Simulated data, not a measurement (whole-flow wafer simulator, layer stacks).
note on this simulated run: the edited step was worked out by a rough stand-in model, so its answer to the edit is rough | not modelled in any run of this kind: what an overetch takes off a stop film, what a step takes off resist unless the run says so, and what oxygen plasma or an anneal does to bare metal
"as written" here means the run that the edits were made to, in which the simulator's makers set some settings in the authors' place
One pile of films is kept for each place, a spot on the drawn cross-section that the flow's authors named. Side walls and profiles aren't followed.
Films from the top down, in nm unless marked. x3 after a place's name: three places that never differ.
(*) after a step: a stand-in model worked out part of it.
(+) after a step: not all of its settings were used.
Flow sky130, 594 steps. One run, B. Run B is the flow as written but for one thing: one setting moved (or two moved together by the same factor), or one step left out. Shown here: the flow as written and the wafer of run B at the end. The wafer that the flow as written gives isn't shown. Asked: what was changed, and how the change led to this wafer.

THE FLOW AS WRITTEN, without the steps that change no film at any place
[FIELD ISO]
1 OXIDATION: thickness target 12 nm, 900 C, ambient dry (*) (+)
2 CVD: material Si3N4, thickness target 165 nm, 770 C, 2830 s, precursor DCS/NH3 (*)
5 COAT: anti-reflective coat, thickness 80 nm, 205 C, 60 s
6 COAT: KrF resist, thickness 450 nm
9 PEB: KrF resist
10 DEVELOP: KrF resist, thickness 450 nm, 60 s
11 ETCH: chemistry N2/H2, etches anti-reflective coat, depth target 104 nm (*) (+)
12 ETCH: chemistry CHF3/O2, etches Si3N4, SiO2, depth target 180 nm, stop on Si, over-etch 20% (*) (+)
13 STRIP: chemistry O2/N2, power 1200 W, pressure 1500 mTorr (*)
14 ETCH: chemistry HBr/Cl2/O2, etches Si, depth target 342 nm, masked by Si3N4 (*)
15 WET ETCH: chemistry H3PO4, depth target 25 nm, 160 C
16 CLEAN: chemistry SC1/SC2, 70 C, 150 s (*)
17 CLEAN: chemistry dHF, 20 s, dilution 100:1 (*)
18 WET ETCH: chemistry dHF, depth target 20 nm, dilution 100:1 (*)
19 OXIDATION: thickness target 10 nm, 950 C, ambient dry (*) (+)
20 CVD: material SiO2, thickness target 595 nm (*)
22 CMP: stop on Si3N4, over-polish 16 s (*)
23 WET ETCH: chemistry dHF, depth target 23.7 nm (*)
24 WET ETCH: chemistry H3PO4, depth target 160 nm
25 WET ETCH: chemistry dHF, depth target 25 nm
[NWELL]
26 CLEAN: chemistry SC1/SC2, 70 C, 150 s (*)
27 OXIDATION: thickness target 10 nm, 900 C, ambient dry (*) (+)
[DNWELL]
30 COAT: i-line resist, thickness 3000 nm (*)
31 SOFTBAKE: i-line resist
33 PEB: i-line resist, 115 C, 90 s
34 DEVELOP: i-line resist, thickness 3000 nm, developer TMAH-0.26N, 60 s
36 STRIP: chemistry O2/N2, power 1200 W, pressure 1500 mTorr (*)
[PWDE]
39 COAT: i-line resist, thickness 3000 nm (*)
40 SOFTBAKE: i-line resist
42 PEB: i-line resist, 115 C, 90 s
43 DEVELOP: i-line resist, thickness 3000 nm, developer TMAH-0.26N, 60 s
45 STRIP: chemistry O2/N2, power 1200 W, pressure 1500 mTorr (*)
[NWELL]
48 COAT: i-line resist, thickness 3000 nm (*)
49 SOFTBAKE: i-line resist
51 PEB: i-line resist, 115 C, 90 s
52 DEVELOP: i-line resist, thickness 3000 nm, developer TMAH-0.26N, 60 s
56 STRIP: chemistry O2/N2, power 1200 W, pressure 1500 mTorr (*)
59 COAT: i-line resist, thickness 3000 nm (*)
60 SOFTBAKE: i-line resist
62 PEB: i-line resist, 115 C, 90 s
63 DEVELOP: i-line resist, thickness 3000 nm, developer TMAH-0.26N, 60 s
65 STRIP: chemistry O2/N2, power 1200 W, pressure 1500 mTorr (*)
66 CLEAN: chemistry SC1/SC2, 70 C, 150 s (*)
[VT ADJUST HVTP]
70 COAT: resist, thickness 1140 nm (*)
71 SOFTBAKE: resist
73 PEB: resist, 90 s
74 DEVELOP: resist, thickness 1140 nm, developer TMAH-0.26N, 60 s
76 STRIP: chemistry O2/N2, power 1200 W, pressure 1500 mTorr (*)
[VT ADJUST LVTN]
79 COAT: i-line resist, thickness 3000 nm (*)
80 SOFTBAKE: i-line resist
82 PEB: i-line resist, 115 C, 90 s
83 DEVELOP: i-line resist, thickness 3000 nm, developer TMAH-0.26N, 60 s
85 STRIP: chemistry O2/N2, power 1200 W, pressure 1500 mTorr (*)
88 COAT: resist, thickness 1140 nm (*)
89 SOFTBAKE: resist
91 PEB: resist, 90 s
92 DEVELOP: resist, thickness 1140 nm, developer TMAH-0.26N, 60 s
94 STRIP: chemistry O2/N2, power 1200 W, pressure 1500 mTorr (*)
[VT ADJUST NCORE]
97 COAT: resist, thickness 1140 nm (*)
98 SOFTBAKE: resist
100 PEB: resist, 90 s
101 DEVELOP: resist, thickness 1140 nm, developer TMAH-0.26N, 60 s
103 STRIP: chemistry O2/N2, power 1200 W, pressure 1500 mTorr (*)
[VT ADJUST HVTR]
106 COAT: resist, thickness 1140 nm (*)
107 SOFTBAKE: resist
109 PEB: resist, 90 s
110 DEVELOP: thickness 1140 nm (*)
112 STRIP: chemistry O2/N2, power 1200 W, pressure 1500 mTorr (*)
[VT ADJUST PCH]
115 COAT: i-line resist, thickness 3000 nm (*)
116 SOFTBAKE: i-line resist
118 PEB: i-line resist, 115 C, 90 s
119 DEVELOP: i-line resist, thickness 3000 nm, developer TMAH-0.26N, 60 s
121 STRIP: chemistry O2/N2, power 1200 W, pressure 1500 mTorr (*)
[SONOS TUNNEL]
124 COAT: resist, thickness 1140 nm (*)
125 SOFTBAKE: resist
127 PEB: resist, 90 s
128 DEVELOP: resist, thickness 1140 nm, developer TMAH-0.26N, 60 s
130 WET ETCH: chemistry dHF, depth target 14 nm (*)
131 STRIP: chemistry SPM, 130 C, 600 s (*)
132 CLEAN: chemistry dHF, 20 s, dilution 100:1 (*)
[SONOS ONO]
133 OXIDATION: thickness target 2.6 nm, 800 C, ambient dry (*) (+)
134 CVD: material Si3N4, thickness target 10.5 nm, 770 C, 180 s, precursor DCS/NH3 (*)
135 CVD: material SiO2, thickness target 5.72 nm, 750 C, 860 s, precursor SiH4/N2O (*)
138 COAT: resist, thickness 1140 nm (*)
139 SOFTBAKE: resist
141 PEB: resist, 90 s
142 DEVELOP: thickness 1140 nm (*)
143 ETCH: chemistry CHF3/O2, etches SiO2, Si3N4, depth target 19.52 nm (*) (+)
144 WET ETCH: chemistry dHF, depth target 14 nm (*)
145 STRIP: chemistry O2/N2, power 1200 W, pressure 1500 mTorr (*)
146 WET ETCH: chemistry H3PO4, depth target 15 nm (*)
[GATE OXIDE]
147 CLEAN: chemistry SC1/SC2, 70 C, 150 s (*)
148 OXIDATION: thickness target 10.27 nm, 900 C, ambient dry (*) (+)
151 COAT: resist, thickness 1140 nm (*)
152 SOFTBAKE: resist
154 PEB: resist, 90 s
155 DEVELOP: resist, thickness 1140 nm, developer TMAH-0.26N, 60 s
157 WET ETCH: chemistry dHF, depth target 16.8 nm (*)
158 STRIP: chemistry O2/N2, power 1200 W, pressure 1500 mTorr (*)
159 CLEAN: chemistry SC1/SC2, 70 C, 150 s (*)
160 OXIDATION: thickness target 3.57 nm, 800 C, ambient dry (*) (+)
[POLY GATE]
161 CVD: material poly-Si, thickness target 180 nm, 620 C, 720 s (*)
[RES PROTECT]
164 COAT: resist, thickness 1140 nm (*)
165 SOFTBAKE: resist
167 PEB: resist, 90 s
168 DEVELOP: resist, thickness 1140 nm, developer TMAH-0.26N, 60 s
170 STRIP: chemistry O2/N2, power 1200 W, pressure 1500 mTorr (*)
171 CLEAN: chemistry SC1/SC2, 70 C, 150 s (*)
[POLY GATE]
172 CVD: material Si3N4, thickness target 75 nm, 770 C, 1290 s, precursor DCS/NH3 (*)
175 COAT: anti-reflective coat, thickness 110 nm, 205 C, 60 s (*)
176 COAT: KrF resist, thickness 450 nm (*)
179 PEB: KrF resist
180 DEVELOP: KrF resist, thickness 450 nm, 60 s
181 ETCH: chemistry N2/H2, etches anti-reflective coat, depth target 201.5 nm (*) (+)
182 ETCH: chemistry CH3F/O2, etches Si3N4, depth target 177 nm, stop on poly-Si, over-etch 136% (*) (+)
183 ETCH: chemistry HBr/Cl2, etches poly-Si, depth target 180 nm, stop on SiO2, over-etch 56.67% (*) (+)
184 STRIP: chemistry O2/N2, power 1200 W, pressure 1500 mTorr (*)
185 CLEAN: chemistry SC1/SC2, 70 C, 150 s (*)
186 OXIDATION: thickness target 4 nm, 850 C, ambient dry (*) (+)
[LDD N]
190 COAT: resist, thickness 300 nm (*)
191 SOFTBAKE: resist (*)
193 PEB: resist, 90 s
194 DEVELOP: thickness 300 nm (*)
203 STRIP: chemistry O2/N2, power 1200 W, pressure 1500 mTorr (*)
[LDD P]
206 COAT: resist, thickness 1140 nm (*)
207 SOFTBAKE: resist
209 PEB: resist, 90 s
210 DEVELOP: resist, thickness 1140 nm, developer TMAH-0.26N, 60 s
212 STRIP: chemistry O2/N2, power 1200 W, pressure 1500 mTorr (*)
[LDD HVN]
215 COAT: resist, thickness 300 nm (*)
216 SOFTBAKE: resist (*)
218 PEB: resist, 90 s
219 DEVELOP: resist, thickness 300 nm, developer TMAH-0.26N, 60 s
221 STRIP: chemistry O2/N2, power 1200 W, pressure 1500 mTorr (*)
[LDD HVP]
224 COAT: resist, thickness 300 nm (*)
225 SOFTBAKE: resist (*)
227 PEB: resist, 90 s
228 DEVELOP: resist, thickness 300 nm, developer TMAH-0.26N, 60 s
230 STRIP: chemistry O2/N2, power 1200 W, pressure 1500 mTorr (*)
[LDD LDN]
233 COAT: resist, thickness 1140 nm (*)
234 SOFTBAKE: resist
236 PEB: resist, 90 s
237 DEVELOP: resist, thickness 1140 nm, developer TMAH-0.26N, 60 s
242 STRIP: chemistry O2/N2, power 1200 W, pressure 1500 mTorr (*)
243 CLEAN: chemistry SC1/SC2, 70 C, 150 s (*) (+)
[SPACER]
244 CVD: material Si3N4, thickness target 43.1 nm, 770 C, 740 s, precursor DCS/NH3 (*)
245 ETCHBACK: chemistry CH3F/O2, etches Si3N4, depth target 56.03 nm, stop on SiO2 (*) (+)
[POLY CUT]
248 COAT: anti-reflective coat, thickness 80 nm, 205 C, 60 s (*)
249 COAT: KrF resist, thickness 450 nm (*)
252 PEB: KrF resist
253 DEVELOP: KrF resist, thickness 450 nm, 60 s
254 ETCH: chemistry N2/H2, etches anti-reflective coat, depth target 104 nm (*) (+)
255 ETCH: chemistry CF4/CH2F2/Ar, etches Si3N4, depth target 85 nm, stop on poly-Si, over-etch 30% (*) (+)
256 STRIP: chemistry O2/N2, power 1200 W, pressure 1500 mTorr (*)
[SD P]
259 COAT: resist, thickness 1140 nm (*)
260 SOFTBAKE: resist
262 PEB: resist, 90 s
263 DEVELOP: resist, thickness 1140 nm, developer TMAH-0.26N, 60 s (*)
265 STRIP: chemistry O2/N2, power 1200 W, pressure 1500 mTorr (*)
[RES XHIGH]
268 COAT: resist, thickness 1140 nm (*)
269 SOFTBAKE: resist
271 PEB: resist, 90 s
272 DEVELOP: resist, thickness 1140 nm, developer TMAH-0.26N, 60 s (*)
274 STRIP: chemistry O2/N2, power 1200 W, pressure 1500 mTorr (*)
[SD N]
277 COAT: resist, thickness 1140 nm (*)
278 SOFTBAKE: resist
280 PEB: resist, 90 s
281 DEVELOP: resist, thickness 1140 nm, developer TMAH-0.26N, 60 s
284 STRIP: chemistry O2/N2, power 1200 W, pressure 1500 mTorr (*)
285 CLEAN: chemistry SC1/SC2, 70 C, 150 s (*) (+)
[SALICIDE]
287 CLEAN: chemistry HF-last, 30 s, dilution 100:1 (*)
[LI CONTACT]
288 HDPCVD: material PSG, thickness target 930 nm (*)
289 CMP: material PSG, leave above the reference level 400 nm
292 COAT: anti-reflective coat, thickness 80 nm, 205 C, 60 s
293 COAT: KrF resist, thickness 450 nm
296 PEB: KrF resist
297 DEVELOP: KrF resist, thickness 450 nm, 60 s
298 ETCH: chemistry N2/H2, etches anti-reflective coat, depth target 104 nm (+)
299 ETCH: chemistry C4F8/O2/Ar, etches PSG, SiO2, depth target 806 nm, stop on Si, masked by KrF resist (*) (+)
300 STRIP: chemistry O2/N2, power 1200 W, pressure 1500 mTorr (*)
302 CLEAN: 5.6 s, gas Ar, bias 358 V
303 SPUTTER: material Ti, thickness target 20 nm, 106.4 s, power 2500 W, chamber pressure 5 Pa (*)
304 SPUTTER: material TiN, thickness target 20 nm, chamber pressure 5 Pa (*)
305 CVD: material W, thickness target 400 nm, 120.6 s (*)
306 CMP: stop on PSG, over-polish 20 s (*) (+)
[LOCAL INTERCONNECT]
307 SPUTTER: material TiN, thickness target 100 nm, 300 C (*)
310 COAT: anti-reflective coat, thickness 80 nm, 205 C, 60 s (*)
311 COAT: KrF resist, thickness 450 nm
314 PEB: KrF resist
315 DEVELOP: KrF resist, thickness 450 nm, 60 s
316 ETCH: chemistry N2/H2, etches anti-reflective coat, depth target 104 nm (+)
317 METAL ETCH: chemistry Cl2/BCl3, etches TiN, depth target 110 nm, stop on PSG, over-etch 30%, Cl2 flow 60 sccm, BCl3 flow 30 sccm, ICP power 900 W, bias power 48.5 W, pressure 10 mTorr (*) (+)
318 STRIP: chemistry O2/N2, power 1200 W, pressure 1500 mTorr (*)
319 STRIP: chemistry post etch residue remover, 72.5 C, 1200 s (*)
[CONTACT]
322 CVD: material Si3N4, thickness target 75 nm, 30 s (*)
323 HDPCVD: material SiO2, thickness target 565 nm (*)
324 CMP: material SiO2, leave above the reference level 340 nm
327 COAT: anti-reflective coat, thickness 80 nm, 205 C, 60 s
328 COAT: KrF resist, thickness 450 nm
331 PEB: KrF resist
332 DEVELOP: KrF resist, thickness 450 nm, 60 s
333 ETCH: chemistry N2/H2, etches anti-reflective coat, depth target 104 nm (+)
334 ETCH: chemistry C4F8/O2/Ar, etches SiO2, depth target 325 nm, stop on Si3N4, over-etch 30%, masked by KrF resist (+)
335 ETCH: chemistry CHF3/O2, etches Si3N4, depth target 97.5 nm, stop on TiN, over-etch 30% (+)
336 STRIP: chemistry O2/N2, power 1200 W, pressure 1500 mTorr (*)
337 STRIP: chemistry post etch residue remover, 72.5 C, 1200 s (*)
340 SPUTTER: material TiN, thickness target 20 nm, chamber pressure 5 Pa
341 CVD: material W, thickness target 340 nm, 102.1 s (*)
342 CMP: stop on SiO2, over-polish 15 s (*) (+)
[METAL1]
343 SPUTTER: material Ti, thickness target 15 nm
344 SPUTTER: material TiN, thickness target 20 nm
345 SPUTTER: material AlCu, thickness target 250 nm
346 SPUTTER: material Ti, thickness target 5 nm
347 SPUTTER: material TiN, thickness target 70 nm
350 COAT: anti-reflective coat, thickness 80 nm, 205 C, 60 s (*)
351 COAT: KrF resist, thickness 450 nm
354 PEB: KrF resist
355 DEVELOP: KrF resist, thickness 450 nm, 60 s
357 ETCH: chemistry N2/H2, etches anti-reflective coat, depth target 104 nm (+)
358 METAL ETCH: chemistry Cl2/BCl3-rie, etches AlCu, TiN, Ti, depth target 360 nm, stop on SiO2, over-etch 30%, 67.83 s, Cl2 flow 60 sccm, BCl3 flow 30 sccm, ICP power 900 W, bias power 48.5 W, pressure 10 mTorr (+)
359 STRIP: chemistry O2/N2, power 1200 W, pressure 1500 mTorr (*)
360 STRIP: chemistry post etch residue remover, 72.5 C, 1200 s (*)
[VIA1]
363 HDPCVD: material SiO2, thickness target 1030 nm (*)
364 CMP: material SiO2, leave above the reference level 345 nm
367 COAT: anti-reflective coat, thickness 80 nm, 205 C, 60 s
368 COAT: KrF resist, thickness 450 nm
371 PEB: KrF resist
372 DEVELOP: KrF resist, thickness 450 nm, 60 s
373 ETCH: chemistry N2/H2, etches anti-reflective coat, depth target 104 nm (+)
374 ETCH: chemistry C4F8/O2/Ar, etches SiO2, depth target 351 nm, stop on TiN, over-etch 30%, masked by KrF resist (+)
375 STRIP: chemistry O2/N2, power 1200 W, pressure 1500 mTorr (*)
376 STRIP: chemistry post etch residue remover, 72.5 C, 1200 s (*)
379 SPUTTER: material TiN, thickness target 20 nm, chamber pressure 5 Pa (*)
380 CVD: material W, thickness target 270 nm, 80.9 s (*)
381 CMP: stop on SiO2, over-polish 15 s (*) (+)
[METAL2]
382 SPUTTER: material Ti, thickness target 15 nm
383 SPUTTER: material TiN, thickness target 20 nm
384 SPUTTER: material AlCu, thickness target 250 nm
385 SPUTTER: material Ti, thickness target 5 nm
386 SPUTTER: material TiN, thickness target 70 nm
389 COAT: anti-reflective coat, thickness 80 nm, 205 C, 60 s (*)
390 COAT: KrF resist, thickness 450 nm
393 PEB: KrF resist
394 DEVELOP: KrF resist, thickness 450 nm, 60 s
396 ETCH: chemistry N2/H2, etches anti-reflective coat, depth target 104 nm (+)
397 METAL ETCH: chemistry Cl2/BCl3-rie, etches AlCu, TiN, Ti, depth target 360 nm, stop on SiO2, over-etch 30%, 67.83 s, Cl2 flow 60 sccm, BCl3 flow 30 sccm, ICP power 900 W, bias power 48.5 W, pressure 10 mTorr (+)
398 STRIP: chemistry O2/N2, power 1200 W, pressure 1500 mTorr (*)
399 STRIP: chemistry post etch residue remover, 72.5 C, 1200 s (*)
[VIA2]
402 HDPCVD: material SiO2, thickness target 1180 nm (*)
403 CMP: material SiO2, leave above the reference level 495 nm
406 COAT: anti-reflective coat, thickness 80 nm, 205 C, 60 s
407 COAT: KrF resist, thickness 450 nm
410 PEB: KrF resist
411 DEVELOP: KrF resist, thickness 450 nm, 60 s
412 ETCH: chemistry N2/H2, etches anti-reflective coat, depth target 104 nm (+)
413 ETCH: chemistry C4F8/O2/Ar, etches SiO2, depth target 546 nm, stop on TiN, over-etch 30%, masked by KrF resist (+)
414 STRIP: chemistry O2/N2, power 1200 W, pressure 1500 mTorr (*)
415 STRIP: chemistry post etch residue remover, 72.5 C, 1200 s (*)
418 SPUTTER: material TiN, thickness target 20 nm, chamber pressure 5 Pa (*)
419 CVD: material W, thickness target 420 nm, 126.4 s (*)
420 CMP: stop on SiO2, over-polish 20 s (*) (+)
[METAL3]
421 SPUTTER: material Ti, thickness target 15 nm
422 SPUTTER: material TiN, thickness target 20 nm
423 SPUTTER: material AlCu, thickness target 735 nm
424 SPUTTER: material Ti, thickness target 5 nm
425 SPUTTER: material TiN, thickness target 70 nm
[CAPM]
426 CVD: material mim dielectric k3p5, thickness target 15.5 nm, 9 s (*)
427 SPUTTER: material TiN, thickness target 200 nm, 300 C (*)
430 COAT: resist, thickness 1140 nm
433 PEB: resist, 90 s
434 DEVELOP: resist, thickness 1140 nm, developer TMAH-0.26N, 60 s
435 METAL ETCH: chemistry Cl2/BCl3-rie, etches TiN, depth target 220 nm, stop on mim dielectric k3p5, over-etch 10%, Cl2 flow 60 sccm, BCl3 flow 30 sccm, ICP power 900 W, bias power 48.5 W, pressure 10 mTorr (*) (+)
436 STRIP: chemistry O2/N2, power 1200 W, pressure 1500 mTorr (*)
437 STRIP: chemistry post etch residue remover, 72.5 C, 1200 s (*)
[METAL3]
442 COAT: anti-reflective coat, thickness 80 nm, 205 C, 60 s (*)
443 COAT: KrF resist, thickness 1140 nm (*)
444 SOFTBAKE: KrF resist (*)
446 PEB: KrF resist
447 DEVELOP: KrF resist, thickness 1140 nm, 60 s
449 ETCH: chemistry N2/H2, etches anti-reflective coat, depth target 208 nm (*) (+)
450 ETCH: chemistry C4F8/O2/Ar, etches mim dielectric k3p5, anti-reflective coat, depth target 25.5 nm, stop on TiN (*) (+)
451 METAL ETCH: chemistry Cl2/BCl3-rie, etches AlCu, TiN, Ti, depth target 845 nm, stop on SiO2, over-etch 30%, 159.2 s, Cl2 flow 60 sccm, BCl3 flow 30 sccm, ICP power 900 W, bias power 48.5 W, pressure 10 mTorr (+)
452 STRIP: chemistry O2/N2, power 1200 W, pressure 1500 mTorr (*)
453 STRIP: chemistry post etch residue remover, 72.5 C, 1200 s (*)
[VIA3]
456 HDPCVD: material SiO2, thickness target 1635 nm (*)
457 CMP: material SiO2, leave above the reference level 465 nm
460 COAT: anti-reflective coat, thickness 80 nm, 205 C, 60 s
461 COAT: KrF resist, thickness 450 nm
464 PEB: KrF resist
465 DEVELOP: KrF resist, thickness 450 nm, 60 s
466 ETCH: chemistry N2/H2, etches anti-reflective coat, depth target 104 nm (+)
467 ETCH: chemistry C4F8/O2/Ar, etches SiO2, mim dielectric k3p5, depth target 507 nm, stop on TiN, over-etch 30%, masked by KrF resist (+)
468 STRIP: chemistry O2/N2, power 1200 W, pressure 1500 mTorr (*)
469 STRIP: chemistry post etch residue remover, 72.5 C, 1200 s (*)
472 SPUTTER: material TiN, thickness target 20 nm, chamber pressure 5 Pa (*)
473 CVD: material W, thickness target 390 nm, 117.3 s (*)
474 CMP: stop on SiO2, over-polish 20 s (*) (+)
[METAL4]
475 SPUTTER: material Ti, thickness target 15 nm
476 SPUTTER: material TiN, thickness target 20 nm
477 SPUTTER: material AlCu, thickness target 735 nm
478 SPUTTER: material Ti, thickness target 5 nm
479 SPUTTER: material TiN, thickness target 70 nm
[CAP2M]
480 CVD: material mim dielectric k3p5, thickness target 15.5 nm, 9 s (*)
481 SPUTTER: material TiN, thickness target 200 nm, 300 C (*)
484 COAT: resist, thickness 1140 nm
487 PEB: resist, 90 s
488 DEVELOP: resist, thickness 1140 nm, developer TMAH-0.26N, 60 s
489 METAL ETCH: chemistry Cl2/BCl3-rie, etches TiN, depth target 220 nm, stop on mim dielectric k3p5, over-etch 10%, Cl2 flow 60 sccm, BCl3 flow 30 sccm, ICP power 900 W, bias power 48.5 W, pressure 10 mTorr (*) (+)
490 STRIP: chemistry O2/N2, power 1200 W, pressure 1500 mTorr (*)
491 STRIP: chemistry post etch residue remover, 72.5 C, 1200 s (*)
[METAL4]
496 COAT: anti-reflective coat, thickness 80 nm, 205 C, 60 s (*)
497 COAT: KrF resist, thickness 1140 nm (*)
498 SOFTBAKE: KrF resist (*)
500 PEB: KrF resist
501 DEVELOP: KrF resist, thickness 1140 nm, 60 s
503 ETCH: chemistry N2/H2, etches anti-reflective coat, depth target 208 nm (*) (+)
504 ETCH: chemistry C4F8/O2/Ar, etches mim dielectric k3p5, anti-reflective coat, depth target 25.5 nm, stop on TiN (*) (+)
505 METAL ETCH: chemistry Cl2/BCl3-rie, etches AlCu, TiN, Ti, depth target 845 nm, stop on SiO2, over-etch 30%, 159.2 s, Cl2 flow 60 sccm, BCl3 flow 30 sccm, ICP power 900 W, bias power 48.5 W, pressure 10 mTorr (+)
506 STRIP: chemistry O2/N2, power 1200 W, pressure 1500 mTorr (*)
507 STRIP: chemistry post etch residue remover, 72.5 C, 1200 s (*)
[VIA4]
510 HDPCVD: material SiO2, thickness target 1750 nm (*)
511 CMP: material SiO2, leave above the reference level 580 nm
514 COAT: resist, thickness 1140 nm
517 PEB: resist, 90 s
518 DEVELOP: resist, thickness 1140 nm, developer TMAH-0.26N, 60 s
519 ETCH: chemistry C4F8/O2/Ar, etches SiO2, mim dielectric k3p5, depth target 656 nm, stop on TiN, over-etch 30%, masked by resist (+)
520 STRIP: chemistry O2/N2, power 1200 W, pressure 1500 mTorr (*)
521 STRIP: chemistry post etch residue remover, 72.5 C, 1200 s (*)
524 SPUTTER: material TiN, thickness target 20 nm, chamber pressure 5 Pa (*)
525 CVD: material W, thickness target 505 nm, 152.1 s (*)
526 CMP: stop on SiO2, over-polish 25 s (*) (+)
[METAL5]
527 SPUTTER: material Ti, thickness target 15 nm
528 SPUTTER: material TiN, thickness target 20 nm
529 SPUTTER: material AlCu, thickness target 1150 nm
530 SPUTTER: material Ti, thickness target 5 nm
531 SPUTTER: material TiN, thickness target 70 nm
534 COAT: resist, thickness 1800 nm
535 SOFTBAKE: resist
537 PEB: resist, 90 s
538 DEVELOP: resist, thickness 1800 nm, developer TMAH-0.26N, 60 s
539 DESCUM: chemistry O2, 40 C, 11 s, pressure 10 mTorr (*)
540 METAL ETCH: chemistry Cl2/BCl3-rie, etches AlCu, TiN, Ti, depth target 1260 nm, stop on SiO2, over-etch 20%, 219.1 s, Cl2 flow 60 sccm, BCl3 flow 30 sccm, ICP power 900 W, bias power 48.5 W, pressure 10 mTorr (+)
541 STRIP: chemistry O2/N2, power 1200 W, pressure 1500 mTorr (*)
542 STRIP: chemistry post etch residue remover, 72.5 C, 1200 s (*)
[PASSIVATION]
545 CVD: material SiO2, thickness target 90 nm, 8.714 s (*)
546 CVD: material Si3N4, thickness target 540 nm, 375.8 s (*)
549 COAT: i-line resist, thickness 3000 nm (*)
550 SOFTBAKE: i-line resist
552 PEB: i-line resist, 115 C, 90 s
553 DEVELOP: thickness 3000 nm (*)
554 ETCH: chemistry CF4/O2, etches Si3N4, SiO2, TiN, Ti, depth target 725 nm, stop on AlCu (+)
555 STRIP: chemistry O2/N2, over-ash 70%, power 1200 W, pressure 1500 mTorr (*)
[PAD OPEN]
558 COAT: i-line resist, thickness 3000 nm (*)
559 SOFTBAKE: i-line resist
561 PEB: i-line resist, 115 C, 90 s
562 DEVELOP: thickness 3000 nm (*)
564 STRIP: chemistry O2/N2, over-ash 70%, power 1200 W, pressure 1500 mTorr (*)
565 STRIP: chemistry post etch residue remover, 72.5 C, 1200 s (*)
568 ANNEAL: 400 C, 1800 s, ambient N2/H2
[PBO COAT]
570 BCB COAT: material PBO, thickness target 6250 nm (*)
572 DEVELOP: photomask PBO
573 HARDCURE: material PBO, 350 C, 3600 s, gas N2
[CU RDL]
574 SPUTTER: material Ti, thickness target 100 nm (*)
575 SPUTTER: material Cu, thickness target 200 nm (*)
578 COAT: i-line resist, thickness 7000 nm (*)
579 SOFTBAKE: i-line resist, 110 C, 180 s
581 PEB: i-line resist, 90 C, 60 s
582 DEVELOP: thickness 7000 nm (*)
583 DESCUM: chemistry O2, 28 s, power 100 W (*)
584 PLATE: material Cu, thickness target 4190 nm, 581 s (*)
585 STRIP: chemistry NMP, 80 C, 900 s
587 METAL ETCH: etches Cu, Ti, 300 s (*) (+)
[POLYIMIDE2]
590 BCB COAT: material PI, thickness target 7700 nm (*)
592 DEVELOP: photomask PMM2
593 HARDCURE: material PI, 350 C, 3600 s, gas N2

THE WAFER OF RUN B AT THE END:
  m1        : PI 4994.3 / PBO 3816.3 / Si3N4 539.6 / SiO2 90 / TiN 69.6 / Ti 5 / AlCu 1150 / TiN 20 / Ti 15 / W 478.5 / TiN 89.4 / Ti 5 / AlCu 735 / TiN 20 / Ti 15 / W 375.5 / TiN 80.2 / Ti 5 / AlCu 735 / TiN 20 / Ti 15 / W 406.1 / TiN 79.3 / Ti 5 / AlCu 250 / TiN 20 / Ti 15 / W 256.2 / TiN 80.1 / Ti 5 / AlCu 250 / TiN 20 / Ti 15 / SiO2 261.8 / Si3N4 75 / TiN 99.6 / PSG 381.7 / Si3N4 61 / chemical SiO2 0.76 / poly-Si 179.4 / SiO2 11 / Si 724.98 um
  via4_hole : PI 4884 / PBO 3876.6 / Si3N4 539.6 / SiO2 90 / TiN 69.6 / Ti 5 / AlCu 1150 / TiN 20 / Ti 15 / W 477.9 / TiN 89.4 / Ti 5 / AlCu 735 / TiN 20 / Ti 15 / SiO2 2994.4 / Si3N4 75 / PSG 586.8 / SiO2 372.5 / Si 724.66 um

The cause: step 524, SPUTTER: thickness target 26 nm was run, where the flow has thickness target 20 nm.

How the change led to this, step by step:
  524 SPUTTER: material TiN, thickness target 20 nm, chamber pressure 5 Pa (*)
      field, active, n_well and 188 more: TiN +26 (new film) (as written it would be: TiN +20 (new film))
      m1, via4_hole: TiN +19.8 (as written it would be: TiN +15.3)
  526 CMP: stop on SiO2, over-polish 25 s (*) (+)
      field, active, n_well and 188 more: W -505 (all of it), TiN -26 (all of it), SiO2 -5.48 (as written it would be: W -505 (all of it), TiN -20 (all of it), SiO2 -5.48)
